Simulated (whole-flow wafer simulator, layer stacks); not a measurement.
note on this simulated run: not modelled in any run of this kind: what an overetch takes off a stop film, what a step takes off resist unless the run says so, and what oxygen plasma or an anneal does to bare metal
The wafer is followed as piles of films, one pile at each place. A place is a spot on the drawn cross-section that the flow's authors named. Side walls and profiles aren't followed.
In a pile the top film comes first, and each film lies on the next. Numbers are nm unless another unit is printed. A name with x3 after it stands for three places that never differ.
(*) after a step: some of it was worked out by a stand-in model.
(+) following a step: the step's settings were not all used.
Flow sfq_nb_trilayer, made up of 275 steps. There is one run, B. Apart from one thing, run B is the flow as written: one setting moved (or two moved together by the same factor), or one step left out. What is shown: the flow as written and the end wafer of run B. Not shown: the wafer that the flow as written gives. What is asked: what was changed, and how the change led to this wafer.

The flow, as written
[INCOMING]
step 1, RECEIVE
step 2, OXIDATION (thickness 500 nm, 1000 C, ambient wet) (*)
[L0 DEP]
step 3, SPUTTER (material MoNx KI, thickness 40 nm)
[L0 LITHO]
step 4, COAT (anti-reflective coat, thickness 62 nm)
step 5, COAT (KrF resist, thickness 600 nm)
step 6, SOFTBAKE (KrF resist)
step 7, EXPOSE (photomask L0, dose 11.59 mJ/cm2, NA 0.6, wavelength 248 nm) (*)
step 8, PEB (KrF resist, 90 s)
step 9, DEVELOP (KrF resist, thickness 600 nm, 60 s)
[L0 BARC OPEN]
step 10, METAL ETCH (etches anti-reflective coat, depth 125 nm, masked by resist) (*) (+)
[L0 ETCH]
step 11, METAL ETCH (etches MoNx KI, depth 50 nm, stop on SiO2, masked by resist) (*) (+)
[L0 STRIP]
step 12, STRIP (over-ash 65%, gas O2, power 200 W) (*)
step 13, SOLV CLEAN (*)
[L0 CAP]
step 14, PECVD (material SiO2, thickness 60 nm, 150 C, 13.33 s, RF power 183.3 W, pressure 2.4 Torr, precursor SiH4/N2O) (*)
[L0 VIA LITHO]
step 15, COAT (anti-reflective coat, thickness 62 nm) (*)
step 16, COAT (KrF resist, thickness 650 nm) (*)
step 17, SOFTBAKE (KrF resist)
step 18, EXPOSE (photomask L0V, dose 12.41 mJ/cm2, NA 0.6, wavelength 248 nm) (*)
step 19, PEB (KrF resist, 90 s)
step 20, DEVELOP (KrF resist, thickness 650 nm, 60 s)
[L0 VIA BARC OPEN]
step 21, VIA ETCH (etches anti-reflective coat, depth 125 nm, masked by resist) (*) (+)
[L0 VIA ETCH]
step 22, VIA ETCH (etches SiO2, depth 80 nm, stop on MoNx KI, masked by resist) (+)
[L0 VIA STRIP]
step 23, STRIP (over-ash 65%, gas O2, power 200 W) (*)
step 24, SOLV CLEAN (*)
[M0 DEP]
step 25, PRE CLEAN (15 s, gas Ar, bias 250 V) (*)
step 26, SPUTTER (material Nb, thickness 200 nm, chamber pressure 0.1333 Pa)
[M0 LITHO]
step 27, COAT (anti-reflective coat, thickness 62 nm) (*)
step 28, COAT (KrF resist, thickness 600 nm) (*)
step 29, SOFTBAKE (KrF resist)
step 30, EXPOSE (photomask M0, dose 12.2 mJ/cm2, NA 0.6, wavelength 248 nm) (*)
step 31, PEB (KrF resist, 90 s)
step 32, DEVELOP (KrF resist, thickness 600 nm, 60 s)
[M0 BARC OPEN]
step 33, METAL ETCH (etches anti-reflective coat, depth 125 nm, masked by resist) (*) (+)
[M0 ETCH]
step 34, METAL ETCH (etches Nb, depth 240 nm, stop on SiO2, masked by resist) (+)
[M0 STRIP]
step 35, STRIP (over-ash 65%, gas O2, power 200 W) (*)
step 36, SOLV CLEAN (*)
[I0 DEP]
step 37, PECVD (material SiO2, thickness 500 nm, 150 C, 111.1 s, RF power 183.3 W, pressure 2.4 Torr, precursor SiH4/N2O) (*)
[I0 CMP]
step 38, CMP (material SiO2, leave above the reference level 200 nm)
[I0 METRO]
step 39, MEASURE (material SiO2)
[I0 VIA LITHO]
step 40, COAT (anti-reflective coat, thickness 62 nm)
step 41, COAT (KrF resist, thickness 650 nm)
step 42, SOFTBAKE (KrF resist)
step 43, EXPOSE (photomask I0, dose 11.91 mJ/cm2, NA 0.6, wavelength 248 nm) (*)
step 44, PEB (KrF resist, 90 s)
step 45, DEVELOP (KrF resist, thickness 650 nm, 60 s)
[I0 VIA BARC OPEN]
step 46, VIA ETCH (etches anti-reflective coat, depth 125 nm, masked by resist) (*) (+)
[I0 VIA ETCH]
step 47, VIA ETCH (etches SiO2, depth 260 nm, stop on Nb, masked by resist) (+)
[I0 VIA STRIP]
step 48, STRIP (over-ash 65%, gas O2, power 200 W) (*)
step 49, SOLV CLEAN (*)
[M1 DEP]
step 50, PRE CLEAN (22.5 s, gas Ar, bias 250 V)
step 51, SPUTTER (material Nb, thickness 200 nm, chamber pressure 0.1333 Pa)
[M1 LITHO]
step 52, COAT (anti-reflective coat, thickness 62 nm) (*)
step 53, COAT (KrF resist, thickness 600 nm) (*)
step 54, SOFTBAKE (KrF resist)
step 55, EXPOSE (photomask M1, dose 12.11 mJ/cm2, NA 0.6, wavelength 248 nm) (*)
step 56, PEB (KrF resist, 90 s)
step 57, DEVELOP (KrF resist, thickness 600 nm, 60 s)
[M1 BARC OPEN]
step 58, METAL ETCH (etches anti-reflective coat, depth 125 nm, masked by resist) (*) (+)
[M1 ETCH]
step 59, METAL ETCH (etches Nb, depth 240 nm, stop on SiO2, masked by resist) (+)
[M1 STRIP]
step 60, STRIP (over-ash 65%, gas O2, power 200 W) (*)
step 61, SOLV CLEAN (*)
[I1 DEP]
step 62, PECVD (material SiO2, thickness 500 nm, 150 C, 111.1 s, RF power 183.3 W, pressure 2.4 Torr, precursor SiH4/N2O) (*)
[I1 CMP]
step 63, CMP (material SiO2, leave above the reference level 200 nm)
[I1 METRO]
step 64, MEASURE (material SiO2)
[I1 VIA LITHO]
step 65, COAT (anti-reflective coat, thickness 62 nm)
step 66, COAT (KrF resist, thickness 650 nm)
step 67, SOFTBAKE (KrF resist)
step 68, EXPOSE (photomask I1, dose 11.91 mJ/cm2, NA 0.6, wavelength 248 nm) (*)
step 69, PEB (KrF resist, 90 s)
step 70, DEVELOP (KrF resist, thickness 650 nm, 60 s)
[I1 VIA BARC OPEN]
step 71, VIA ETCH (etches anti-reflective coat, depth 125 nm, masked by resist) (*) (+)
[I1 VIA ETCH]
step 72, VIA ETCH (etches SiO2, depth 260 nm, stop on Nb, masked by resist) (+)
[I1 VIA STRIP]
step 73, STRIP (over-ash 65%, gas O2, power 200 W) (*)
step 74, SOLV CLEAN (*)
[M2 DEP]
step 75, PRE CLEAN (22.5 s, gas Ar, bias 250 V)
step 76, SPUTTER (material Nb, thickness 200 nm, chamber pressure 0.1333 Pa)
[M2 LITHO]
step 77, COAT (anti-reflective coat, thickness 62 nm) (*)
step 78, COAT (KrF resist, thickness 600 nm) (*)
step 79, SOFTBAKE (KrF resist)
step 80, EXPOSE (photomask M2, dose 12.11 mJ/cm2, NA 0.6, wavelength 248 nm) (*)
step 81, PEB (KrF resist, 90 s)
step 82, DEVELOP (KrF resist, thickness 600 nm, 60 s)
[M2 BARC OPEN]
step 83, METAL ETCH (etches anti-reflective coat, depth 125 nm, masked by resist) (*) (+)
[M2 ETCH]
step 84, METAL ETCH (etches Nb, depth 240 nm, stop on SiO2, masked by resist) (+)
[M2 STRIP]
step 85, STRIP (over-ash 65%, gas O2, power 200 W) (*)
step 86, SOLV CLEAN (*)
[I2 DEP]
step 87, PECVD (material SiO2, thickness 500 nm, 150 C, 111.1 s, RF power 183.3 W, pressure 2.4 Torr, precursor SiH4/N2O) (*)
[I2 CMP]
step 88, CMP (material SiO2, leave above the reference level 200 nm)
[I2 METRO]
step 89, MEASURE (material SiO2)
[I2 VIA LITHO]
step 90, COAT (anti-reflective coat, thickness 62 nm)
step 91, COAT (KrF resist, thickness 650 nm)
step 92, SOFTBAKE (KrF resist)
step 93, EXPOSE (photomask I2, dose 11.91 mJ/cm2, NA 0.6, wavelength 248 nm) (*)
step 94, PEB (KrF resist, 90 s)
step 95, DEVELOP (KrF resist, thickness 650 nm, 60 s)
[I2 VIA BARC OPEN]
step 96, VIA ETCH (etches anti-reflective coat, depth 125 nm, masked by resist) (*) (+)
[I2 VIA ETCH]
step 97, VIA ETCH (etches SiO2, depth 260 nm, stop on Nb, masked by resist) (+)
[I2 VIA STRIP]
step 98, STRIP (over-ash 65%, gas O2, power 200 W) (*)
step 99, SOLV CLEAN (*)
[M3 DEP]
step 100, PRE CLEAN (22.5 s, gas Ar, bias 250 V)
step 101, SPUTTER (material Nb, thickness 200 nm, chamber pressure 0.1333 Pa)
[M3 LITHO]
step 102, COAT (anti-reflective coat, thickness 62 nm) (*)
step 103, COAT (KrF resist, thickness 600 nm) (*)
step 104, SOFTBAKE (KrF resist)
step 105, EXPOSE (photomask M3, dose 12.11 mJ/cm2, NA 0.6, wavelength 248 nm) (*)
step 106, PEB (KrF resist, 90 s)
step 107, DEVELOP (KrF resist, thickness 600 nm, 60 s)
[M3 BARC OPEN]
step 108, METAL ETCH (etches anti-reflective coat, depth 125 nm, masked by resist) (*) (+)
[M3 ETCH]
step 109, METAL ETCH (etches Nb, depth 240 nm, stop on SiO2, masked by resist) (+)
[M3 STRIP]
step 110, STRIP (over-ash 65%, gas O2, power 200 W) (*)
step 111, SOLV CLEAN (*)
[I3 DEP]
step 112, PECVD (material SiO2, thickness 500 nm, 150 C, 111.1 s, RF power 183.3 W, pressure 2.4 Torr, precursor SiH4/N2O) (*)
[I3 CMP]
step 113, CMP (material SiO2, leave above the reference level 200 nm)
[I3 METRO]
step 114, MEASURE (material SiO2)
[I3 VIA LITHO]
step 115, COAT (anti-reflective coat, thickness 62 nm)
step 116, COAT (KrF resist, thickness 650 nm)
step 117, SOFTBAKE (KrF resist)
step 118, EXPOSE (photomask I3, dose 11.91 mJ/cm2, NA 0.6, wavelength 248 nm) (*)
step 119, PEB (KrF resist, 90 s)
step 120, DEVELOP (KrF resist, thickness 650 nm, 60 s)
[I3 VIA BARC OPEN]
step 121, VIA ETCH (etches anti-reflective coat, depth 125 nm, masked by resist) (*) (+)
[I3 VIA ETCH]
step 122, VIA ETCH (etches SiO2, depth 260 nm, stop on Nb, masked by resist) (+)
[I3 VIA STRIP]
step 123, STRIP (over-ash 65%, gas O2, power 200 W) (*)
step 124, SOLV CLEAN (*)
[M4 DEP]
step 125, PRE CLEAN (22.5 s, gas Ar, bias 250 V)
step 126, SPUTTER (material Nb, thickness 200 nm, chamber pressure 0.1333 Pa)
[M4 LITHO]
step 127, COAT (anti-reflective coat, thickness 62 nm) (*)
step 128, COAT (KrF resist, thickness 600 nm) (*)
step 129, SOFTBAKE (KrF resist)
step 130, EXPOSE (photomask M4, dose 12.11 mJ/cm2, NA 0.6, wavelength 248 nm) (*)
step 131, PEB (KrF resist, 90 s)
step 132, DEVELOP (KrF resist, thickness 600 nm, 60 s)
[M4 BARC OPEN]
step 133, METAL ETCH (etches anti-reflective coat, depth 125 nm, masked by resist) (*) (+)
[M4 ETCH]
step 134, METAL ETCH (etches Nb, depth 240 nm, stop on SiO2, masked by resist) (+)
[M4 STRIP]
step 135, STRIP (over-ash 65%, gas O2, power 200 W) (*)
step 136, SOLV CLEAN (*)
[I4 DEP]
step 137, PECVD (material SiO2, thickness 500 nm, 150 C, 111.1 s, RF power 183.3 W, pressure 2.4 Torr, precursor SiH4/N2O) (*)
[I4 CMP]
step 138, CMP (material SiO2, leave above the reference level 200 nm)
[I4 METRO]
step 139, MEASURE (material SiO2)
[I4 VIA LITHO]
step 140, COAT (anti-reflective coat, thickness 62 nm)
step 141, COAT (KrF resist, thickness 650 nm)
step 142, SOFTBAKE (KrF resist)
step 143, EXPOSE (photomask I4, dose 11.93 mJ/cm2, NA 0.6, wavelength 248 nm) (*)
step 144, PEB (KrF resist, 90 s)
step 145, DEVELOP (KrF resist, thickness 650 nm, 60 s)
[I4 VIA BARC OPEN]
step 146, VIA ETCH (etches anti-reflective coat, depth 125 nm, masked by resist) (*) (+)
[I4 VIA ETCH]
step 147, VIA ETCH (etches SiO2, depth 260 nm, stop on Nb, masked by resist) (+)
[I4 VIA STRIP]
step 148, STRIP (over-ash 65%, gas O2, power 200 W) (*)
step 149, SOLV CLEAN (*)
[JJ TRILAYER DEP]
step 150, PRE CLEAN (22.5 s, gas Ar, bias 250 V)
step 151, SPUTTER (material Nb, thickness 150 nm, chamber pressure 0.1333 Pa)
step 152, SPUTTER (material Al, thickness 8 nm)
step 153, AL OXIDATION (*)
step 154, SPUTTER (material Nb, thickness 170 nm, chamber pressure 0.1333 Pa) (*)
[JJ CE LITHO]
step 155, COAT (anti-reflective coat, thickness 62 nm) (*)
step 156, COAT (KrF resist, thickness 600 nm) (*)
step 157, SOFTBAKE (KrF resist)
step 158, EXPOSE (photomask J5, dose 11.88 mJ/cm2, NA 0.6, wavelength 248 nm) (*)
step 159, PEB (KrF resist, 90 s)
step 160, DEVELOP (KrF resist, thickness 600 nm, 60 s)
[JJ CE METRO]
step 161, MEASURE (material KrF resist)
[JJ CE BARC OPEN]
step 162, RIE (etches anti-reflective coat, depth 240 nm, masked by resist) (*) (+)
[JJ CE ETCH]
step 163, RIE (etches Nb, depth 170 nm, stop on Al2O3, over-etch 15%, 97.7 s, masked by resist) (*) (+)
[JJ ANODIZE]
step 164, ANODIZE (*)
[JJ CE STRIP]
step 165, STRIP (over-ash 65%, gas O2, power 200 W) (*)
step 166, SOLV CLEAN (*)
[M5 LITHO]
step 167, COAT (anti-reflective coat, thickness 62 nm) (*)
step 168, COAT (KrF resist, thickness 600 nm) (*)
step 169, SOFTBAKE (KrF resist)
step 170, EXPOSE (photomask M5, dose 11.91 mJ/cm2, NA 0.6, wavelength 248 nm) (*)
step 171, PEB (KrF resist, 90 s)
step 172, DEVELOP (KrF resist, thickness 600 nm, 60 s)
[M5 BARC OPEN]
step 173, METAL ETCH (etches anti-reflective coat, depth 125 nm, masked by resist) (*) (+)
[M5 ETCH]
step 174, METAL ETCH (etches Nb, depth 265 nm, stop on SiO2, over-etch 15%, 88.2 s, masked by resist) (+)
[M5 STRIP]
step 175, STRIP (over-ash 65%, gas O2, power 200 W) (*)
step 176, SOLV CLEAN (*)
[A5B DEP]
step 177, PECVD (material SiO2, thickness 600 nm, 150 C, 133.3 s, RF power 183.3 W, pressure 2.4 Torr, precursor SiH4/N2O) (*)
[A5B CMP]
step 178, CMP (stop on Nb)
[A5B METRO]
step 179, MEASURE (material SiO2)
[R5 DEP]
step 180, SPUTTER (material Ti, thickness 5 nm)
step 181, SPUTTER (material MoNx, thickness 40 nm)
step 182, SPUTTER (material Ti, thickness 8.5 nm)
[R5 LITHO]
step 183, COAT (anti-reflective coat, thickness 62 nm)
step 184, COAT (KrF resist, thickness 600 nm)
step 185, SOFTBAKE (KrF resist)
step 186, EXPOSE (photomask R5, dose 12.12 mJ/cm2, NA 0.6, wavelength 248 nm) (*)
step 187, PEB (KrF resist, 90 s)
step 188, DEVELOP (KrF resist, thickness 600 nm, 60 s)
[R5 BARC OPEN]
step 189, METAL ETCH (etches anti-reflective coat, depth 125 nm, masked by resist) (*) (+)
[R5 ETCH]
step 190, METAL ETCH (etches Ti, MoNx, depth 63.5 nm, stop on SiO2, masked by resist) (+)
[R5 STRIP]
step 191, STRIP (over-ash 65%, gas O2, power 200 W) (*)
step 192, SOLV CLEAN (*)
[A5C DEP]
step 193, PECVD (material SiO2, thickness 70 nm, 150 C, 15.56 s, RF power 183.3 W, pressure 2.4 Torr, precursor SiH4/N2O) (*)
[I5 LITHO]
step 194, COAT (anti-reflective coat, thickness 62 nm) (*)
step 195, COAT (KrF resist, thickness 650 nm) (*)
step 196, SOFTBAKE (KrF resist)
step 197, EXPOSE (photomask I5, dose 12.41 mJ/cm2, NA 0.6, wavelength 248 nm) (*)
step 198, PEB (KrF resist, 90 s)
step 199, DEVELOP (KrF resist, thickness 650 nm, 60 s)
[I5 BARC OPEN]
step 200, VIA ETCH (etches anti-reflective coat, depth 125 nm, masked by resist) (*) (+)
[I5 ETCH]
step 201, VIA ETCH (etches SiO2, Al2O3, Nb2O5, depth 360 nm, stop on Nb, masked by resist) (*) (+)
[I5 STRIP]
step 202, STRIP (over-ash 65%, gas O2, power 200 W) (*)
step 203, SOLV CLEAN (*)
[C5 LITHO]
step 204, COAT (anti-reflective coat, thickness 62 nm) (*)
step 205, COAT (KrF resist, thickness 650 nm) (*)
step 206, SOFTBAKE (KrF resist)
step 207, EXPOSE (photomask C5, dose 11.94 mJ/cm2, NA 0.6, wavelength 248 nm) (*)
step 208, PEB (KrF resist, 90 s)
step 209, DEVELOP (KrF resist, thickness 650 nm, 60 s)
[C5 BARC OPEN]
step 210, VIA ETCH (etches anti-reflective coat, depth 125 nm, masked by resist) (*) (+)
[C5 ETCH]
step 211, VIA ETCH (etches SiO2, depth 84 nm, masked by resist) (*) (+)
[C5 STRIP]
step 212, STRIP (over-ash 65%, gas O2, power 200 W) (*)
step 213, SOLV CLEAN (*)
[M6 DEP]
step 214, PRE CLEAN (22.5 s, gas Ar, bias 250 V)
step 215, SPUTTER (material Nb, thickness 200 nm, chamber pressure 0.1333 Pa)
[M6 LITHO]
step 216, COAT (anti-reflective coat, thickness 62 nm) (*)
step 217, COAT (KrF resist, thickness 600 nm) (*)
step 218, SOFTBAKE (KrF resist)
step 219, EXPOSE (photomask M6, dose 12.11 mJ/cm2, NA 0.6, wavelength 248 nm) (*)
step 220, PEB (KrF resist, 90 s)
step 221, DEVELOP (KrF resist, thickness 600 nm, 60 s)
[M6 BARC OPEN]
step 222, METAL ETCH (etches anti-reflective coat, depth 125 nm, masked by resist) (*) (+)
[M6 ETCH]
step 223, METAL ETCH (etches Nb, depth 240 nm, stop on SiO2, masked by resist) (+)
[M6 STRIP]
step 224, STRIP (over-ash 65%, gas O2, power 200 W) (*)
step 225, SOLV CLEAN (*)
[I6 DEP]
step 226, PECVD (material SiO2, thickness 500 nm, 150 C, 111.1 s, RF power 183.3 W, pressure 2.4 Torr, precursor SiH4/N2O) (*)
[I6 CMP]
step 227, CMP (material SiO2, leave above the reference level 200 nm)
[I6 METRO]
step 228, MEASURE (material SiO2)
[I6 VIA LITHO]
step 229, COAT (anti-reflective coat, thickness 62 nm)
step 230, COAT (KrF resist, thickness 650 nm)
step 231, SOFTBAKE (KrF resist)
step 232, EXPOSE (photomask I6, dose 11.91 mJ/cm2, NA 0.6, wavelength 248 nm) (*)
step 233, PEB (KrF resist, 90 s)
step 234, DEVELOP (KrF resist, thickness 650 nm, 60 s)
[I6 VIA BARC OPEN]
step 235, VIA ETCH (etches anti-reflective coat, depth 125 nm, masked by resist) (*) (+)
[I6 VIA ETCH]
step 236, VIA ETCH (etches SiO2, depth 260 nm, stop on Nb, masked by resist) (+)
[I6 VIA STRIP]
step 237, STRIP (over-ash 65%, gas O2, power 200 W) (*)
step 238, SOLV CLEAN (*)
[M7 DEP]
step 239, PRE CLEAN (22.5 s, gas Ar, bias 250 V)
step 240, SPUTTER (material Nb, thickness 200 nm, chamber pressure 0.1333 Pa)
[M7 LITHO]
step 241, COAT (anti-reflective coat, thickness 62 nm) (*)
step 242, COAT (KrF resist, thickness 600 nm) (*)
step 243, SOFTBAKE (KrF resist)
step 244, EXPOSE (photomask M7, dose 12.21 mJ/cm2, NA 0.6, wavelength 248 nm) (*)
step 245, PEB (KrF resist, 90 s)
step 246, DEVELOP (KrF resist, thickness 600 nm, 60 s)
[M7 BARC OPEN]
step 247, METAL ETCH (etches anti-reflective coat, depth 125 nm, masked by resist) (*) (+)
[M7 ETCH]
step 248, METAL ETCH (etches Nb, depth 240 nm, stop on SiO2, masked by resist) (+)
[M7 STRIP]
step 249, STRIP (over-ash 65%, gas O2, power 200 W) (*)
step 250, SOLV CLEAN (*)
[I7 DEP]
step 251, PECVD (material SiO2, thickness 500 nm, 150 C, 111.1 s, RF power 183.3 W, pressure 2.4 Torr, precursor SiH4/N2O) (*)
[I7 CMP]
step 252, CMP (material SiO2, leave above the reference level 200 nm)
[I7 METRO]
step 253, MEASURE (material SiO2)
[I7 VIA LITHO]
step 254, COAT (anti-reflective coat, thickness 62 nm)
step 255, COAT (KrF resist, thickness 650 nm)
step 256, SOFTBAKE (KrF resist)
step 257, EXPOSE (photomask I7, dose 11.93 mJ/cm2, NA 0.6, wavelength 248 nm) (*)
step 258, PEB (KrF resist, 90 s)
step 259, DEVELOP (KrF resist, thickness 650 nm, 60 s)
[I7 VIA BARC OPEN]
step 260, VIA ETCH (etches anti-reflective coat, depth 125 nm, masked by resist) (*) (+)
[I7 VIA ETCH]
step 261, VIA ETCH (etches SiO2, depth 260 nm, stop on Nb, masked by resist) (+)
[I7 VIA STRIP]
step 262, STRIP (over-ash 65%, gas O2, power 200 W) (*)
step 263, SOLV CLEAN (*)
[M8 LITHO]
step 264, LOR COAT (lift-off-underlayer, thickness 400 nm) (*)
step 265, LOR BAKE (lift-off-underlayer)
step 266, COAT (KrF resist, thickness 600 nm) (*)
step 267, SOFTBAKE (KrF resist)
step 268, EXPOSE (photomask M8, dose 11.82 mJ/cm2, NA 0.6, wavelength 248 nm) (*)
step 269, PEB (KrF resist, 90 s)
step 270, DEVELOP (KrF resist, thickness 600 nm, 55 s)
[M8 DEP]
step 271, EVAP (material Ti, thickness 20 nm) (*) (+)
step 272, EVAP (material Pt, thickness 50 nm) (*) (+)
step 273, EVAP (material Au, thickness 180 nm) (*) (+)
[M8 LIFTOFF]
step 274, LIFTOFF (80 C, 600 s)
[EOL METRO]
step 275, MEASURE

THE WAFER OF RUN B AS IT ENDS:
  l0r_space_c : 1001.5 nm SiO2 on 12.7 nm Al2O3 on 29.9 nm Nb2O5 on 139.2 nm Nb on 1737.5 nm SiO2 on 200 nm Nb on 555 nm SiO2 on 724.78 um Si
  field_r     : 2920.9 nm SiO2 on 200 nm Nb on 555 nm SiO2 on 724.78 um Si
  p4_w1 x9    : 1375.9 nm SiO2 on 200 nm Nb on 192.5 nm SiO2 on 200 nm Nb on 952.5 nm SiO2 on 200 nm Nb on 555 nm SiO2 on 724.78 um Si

Cause: step 51, SPUTTER: thickness 175 nm was run, though the flow has thickness 200 nm.

The path from the change to this, step by step:
  step 51, SPUTTER (material Nb, thickness 200 nm, chamber pressure 0.1333 Pa)
      field_l, v_sur, via_wl and 102 more: Nb gains 175 (new film) (it would be, as written: Nb gains 200 (new film))
      via_w: Nb gains 153.1 (it would be, as written: Nb gains 174.5)
  step 52, COAT (anti-reflective coat, thickness 62 nm) (*)
      via_wr: anti-reflective coat gains 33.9 (new film) (it would be, as written: anti-reflective coat gains 34.9 (new film))
  step 59, METAL ETCH (etches Nb, depth 240 nm, stop on SiO2, masked by resist) (+)
      field_l, be, be_sur and 79 more: Nb loses 175 (all of it) (it would be, as written: Nb loses 200 (all of it))
  step 60, STRIP (over-ash 65%, gas O2, power 200 W) (*)
      via_wr: KrF resist loses 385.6 (all of it), anti-reflective coat loses 33.9 (all of it) (it would be, as written: KrF resist loses 384.4 (all of it), anti-reflective coat loses 34.9 (all of it))
  step 62, PECVD (material SiO2, thickness 500 nm, 150 C, 111.1 s, RF power 183.3 W, pressure 2.4 Torr, precursor SiH4/N2O) (*)
      wl_d_sl, wl_d_sr: SiO2 gains 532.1 (it would be, as written: SiO2 gains 557.1)
  step 63, CMP (material SiO2, leave above the reference level 200 nm)
      field_l, be, be_sur and 72 more: SiO2 loses 125 (it would be, as written: SiO2 loses 100)
      lsp_m, ln_m6, lsp_r, l0_sur, l0v: SiO2 loses 125 (it would be, as written: SiO2 loses 94.9)
